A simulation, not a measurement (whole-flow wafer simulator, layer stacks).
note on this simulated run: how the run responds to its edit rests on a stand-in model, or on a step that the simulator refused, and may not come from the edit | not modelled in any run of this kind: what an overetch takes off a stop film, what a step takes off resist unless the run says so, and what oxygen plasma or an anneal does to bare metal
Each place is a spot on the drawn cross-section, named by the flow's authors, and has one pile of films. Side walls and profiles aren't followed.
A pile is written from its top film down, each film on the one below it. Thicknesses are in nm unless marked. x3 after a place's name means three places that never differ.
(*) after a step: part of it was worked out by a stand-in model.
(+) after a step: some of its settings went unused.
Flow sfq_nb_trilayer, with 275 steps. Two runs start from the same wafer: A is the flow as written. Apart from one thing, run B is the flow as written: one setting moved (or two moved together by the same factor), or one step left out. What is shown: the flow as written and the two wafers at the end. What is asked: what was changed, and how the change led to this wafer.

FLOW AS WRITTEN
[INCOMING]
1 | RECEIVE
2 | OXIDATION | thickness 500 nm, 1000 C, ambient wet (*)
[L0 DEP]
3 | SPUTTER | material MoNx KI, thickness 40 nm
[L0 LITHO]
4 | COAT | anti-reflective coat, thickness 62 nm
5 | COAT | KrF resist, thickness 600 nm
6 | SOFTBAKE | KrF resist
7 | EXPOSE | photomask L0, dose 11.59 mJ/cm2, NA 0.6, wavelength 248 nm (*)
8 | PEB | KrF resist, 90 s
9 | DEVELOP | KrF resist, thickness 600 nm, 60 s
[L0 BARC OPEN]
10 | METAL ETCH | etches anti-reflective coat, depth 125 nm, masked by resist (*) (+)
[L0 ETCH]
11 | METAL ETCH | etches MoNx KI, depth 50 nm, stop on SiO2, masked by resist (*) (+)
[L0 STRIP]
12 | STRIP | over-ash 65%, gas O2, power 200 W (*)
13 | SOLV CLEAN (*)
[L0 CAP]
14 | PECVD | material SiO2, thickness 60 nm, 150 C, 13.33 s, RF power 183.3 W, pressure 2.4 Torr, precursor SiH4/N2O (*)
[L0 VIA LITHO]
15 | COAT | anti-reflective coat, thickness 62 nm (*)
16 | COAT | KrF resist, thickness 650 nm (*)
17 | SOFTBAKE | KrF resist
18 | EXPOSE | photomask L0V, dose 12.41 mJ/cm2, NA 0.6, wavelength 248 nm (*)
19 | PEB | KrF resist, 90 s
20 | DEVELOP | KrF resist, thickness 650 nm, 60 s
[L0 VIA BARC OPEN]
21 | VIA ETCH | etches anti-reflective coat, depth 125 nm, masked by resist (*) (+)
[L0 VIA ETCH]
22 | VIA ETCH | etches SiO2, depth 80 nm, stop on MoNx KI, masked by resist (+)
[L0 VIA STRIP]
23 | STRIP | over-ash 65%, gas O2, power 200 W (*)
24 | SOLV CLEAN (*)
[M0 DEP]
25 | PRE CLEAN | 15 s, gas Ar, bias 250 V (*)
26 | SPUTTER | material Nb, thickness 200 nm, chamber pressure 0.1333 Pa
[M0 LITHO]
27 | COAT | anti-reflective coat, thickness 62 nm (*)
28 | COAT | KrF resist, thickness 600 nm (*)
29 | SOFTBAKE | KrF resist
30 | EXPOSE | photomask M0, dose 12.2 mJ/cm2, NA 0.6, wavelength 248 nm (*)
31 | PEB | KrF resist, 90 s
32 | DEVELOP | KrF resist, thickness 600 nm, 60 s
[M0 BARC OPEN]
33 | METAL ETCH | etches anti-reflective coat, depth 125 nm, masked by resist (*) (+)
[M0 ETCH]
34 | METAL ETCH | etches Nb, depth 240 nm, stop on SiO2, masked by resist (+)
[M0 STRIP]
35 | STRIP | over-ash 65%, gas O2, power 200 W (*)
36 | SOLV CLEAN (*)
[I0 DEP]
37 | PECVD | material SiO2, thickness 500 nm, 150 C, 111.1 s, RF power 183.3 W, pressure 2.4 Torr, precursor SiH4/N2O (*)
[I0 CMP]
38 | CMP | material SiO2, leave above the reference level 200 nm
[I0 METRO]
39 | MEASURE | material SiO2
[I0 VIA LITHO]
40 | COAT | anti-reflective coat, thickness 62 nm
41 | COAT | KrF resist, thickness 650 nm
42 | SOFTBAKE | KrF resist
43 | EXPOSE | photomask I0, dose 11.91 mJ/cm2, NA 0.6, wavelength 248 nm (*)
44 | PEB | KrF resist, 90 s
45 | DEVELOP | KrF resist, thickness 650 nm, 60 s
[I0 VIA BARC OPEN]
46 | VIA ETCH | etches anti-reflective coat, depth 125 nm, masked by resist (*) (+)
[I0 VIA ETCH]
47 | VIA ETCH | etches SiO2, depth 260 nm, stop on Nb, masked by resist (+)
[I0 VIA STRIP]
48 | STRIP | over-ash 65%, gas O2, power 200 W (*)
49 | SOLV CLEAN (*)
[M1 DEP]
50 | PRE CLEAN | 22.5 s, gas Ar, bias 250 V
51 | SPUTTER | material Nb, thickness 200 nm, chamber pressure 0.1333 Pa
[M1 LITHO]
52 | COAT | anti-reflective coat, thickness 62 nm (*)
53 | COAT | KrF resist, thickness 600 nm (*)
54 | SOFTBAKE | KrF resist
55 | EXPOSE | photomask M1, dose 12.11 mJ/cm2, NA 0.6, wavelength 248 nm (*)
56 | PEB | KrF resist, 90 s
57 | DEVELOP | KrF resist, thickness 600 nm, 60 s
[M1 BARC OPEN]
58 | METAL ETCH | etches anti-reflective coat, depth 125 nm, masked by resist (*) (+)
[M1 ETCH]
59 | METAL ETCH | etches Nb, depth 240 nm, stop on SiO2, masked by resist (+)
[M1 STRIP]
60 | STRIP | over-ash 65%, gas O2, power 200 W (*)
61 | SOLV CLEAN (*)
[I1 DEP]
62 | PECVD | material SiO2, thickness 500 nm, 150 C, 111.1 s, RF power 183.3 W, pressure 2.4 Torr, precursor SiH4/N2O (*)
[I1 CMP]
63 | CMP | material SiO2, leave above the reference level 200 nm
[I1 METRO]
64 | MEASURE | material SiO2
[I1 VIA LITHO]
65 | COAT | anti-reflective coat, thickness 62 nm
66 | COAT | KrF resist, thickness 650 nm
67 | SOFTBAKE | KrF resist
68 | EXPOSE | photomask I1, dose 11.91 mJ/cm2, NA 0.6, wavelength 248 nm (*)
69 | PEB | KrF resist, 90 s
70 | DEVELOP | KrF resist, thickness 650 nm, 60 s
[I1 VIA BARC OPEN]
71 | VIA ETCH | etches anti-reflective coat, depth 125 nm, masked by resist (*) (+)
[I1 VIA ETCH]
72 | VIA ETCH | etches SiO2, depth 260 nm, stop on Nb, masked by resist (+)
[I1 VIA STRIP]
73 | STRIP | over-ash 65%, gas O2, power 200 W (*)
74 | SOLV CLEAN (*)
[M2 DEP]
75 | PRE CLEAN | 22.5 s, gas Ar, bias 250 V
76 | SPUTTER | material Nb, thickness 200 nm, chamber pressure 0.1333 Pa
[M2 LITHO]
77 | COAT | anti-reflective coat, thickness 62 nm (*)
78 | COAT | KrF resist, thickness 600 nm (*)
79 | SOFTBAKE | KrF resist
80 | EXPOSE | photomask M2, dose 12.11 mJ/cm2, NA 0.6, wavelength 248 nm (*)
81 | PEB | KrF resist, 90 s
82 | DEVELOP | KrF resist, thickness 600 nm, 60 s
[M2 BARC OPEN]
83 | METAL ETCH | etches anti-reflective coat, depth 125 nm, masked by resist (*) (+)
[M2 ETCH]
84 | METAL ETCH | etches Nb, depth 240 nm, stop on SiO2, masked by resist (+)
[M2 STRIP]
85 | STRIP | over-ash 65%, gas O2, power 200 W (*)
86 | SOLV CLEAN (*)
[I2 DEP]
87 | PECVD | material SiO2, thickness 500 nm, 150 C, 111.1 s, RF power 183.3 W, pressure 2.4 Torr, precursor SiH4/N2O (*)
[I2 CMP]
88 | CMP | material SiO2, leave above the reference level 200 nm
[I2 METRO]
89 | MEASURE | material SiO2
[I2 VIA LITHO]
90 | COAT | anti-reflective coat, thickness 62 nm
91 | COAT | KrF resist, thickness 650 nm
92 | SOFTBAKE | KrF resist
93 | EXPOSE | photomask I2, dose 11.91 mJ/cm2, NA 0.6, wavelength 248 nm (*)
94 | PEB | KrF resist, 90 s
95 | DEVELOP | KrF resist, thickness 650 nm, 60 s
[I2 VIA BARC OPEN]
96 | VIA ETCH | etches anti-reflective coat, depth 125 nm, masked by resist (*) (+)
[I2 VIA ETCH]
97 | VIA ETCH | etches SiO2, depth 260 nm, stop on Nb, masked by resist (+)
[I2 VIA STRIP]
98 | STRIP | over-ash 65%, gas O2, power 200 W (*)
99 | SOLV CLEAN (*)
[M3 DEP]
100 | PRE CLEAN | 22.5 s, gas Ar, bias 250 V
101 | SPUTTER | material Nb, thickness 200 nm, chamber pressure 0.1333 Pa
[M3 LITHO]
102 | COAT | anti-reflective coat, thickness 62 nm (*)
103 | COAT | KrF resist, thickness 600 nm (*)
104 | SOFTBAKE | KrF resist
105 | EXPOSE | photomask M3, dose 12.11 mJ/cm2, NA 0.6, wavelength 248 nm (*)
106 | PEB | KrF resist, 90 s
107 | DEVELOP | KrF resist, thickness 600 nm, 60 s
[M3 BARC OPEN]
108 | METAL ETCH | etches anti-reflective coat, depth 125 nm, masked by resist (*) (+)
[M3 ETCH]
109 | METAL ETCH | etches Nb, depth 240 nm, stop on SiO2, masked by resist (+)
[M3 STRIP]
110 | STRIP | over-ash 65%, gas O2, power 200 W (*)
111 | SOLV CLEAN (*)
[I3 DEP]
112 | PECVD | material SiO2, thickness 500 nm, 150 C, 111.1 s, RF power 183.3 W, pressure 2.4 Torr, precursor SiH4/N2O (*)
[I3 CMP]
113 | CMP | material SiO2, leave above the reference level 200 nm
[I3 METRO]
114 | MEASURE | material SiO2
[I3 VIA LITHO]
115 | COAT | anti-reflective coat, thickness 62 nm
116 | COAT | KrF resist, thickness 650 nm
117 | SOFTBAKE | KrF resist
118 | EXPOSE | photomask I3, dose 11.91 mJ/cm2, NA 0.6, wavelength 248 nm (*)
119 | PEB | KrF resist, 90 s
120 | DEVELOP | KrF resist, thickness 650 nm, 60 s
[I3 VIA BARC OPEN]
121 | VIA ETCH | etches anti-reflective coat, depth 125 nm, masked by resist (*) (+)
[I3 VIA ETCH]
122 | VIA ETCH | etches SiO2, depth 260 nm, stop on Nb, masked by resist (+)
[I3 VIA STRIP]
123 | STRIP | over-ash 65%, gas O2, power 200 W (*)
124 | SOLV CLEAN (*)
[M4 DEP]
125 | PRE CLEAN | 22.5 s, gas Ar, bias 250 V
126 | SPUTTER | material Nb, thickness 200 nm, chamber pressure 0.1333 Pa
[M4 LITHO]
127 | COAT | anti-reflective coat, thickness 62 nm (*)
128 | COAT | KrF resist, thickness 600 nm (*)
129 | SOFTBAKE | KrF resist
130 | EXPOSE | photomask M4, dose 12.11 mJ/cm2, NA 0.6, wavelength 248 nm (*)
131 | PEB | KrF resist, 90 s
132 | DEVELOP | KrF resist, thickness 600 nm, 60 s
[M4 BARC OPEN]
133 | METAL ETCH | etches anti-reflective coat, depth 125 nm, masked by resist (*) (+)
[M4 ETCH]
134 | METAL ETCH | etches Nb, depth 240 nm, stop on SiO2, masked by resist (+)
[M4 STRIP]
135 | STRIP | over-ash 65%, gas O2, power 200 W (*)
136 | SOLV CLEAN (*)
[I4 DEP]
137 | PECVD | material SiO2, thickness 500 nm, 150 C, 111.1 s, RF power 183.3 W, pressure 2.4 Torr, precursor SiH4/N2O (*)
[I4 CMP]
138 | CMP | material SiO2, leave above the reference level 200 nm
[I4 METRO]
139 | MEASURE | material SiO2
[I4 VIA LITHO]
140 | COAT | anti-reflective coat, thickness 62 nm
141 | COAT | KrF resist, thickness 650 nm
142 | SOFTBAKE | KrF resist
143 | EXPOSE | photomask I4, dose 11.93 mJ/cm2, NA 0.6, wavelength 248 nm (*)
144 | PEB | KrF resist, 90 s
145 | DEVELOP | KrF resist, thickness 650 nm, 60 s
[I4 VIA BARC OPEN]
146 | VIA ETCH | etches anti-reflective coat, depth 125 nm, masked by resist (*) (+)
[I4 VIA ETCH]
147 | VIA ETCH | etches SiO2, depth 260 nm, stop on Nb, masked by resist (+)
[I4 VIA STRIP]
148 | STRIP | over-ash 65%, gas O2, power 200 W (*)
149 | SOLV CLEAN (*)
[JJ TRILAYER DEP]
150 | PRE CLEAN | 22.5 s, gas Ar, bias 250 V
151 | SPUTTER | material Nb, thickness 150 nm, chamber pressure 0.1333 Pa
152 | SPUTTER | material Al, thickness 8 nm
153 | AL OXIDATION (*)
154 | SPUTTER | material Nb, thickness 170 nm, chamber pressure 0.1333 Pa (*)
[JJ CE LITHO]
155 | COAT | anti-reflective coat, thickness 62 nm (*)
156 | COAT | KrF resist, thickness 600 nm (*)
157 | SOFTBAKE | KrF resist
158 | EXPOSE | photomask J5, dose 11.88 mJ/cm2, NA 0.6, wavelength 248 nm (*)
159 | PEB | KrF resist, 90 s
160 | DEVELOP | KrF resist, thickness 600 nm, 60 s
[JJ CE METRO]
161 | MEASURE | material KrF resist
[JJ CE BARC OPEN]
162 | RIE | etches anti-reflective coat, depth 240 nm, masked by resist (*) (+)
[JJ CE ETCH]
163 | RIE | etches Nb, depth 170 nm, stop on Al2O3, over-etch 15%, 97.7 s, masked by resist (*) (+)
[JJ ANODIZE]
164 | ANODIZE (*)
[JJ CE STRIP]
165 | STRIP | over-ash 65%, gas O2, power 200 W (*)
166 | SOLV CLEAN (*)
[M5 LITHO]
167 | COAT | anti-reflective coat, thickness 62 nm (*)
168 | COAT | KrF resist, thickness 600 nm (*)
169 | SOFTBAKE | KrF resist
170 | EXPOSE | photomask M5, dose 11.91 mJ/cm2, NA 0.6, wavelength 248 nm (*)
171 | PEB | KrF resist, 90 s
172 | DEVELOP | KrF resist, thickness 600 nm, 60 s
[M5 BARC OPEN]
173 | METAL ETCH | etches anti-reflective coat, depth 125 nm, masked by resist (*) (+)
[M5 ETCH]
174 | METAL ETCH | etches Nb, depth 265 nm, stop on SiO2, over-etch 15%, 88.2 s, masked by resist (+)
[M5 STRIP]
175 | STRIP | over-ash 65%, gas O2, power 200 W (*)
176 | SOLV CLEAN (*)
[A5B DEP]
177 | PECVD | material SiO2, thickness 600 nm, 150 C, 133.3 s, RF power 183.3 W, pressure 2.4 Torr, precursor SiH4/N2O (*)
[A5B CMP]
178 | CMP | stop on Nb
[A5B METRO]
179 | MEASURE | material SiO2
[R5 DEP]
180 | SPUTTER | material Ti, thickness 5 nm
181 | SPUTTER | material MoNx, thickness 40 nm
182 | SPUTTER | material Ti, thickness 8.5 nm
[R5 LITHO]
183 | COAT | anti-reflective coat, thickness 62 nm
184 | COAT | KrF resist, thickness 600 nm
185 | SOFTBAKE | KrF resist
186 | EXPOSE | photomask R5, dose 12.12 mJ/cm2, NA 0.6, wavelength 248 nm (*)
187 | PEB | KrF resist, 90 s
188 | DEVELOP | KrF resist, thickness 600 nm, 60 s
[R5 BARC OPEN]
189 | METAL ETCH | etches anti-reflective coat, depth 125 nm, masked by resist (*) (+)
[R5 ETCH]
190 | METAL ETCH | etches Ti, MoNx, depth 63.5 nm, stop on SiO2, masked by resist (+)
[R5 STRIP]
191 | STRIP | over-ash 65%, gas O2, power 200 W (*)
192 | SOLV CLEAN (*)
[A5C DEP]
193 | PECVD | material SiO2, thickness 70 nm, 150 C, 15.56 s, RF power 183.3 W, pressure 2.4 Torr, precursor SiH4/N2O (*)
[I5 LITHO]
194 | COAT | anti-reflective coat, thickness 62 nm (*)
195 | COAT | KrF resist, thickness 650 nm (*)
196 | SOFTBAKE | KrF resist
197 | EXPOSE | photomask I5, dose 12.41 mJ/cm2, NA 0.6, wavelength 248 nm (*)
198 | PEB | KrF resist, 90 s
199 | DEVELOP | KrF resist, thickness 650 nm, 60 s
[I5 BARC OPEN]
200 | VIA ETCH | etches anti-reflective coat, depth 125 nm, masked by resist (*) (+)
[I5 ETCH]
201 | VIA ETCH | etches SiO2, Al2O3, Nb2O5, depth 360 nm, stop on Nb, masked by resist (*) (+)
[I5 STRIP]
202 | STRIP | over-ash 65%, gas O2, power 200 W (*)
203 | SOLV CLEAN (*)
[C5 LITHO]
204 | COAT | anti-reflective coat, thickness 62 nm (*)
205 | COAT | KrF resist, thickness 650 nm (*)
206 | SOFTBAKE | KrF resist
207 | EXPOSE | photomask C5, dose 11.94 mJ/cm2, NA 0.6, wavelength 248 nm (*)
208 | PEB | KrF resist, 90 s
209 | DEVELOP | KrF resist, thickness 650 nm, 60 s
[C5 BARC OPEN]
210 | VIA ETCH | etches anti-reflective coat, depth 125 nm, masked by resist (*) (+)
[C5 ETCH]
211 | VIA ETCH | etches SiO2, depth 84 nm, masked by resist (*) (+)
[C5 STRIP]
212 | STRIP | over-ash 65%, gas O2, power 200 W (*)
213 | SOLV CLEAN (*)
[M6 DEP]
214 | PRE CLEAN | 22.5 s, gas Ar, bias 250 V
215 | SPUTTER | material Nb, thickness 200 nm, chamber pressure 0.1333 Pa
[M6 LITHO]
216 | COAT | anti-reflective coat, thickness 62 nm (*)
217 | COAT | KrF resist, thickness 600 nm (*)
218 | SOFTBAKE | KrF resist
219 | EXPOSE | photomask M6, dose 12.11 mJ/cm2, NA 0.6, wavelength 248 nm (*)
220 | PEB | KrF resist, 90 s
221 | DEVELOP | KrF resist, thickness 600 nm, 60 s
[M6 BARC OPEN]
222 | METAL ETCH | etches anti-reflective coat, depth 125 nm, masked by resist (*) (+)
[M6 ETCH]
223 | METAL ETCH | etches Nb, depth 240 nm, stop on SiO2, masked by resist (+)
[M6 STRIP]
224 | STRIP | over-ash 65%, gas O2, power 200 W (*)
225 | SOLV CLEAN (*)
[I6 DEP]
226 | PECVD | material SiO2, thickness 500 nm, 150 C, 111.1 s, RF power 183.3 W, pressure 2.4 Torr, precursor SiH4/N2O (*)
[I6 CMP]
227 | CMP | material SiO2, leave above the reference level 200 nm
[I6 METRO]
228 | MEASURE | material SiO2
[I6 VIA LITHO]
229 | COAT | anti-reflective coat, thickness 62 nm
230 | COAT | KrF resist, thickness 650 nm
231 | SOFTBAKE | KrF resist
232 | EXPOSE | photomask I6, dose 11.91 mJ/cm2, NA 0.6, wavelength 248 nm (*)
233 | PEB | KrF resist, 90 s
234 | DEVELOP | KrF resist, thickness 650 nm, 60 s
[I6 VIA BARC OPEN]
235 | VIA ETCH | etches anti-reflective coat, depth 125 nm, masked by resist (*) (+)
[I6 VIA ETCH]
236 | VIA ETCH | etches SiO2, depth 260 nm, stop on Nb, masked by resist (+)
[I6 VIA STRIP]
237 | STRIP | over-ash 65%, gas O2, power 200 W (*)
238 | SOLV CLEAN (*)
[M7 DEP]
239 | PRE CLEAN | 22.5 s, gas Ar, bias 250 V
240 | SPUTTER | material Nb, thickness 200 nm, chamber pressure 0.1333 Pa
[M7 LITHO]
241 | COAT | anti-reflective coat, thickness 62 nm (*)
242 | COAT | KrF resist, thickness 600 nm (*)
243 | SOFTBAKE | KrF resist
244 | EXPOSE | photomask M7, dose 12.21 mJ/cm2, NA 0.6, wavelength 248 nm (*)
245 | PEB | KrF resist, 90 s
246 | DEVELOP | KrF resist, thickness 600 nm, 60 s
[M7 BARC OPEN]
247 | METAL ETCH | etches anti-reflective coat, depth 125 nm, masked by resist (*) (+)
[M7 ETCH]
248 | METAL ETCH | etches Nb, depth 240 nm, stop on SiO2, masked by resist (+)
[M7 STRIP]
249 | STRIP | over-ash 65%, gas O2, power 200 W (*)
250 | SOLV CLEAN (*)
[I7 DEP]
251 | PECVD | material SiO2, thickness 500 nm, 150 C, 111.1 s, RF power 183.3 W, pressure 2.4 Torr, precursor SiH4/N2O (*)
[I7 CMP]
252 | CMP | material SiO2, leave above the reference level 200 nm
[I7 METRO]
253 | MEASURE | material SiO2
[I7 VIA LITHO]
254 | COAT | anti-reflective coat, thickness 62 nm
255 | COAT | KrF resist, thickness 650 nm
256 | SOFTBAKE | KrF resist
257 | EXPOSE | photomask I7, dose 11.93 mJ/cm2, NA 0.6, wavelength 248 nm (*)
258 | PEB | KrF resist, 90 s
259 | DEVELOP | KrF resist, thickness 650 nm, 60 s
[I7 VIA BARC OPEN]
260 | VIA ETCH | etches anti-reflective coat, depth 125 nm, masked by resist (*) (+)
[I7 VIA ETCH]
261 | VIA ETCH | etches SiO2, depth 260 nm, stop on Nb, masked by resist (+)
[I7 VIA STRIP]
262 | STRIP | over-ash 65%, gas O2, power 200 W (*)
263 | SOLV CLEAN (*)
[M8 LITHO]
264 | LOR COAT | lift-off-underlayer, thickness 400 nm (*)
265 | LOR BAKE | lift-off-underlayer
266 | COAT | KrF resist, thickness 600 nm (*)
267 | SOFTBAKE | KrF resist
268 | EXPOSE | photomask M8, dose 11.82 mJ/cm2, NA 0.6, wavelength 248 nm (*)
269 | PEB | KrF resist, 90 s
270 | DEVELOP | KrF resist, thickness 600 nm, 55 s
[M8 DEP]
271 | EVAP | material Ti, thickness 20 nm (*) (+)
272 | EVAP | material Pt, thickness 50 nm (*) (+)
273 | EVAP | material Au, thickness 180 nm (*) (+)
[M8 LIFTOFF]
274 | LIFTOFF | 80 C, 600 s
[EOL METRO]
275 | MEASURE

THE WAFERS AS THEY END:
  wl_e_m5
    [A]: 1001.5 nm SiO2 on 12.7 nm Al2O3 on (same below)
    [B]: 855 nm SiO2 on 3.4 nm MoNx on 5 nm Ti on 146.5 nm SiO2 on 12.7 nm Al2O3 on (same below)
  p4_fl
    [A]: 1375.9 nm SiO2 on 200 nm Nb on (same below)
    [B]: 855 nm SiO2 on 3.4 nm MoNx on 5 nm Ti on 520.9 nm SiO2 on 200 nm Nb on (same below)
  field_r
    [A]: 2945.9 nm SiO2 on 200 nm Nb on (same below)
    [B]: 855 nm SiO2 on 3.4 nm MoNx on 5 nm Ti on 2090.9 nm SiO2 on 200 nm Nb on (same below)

Cause: step 181, SPUTTER: thickness 58.4 nm was run, while the flow as written has thickness 40 nm.

The path from the change to this, step by step:
  181 | SPUTTER | material MoNx, thickness 40 nm
      field_l, v_sur, via_wl and 103 more: A MoNx gains 40 (new film) | B MoNx gains 58.4 (new film)
  190 | METAL ETCH | etches Ti, MoNx, depth 63.5 nm, stop on SiO2, masked by resist (+)
      field_l, v_sur, via_wl and 92 more: A Ti loses 8.5 (all of it), MoNx loses 40 (all of it), Ti loses 5 (all of it) | B Ti loses 8.5 (all of it), MoNx loses 55
      ce_l, c5j, ce_r, wl_jj: A Ti loses 8.5 (all of it), MoNx loses 40 (all of it), Ti loses 5 (all of it), Nb loses 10 | B Ti loses 8.5 (all of it), MoNx loses 55
  193 | PECVD | material SiO2, thickness 70 nm, 150 C, 15.56 s, RF power 183.3 W, pressure 2.4 Torr, precursor SiH4/N2O (*)
      field_l, v_sur, via_wl and 92 more: A SiO2 gains 70 | B SiO2 gains 70 (new film)
  194 | COAT | anti-reflective coat, thickness 62 nm (*)
      wl_j_sl, wl_j_sr: A anti-reflective coat gains 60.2 (new film) | B anti-reflective coat gains 62 (new film)
      r5r_spacepad_l, r5r_spacepad_r: A anti-reflective coat gains 84.4 (new film) | B anti-reflective coat gains 88.7 (new film)
      (also at 12 further places)
  201 | VIA ETCH | etches SiO2, Al2O3, Nb2O5, depth 360 nm, stop on Nb, masked by resist (*) (+)
      be: A SiO2 loses 216.4 (all of it), Al2O3 loses 12.7 (all of it), Nb2O5 loses 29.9 (all of it) | B SiO2 loses 69.8 (all of it), MoNx loses 3.4 (all of it), Ti loses 5 (all of it), SiO2 loses 146.5 (all of it), Al2O3 loses 12.7 (all of it), Nb2O5 loses 29.9 (all of it)
  202 | STRIP | over-ash 65%, gas O2, power 200 W (*)
      wl_j_sl, wl_j_sr: A KrF resist loses 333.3 (all of it), anti-reflective coat loses 60.2 (all of it) | B KrF resist loses 333 (all of it), anti-reflective coat loses 62 (all of it)
      r5r_spacepad_l, r5r_spacepad_r: A KrF resist loses 335.6 (all of it), anti-reflective coat loses 84.4 (all of it) | B KrF resist loses 336 (all of it), anti-reflective coat loses 88.7 (all of it)
      (also at 12 further places)
  204 | COAT | anti-reflective coat, thickness 62 nm (*)
      wl_j_sl, wl_j_sr: A anti-reflective coat gains 60.2 (new film) | B anti-reflective coat gains 62 (new film)
      r5r_spacepad_l, r5r_spacepad_r: A anti-reflective coat gains 84.4 (new film) | B anti-reflective coat gains 88.7 (new film)
      (also at 12 further places)
  210 | VIA ETCH | etches anti-reflective coat, depth 125 nm, masked by resist (*) (+)
      c5j: A anti-reflective coat loses 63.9 (all of it), SiO2 loses 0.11 | B anti-reflective coat loses 61.2 (all of it), SiO2 loses 0.11
  211 | VIA ETCH | etches SiO2, depth 84 nm, masked by resist (*) (+)
      c5j: A SiO2 loses 69.9 (all of it), Nb loses 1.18 | B SiO2 loses 69.9 (all of it)
  212 | STRIP | over-ash 65%, gas O2, power 200 W (*)
      wl_j_sl, wl_j_sr: A KrF resist loses 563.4 (all of it), anti-reflective coat loses 60.2 (all of it) | B KrF resist loses 564 (all of it), anti-reflective coat loses 62 (all of it)
      r5r_spacepad_l, r5r_spacepad_r: A KrF resist loses 565.8 (all of it), anti-reflective coat loses 84.4 (all of it) | B KrF resist loses 566.9 (all of it), anti-reflective coat loses 88.7 (all of it)
      (also at 11 further places)
  214 | PRE CLEAN | 22.5 s, gas Ar, bias 250 V
      c5j: A Nb loses 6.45 | B MoNx loses 3.4 (all of it), Ti loses 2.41
  215 | SPUTTER | material Nb, thickness 200 nm, chamber pressure 0.1333 Pa
      c5j: A Nb gains 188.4 | B Nb gains 189.1 (new film)
  216 | COAT | anti-reflective coat, thickness 62 nm (*)
      r5r_line_l, r5r_line_c, r5r_line_r: A anti-reflective coat gains 50 (new film) | B anti-reflective coat gains 48.6 (new film)
      wl_j_sl, wl_j_sr: A anti-reflective coat gains 60.2 (new film) | B anti-reflective coat gains 62 (new film)
      (also at 12 further places)
  222 | METAL ETCH | etches anti-reflective coat, depth 125 nm, masked by resist (*) (+)
      r5r_line_l, r5r_line_c, r5r_line_r: A anti-reflective coat loses 50 (all of it) | B anti-reflective coat loses 48.6 (all of it)
      r5r_spacepad_l, r5r_spacepad_r: A anti-reflective coat loses 85.7 (all of it) | B anti-reflective coat loses 90.7 (all of it)
      (also at 1 further place)
  224 | STRIP | over-ash 65%, gas O2, power 200 W (*)
      wl_j_sl, wl_j_sr: A KrF resist loses 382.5 (all of it), anti-reflective coat loses 60.2 (all of it) | B KrF resist loses 382.4 (all of it), anti-reflective coat loses 62 (all of it)
      jj_sur: A KrF resist loses 378.5 (all of it), anti-reflective coat loses 56.1 (all of it) | B KrF resist loses 378.5 (all of it), anti-reflective coat loses 58.6 (all of it)
      (also at 8 further places)
  227 | CMP | material SiO2, leave above the reference level 200 nm
      r5r_line_l, r5r_spacepad_l, r5r_spacepad_r, r5r_line_c, r5r_line_r: A SiO2 loses 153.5 | B SiO2 loses 163.5
      ce_l, ce_r, wl_jj: A SiO2 loses 290 | B SiO2 loses 300
      (also at 5 further places)
If metal films that touch count as one body, wl_e_m5 has 7 bodies (between them, from the top down: SiO2 146.5 / Al2O3 12.7 / Nb2O5 29.9; SiO2 192.5; SiO2 192.5; SiO2 192.5; SiO2 192.5; SiO2 192.5); the flow as written gives 6 bodies (between them, from the top down: SiO2 192.5; SiO2 192.5; SiO2 192.5; SiO2 192.5; SiO2 192.5).
If metal films that touch count as one body, p4_fl has 3 bodies (between them, from the top down: SiO2 520.9; SiO2 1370); the flow as written gives 2 bodies (between them, from the top down: SiO2 1370).
If metal films that touch count as one body, field_r has 2 bodies (between them, from the top down: SiO2 2090.9); the flow as written gives 1 body.
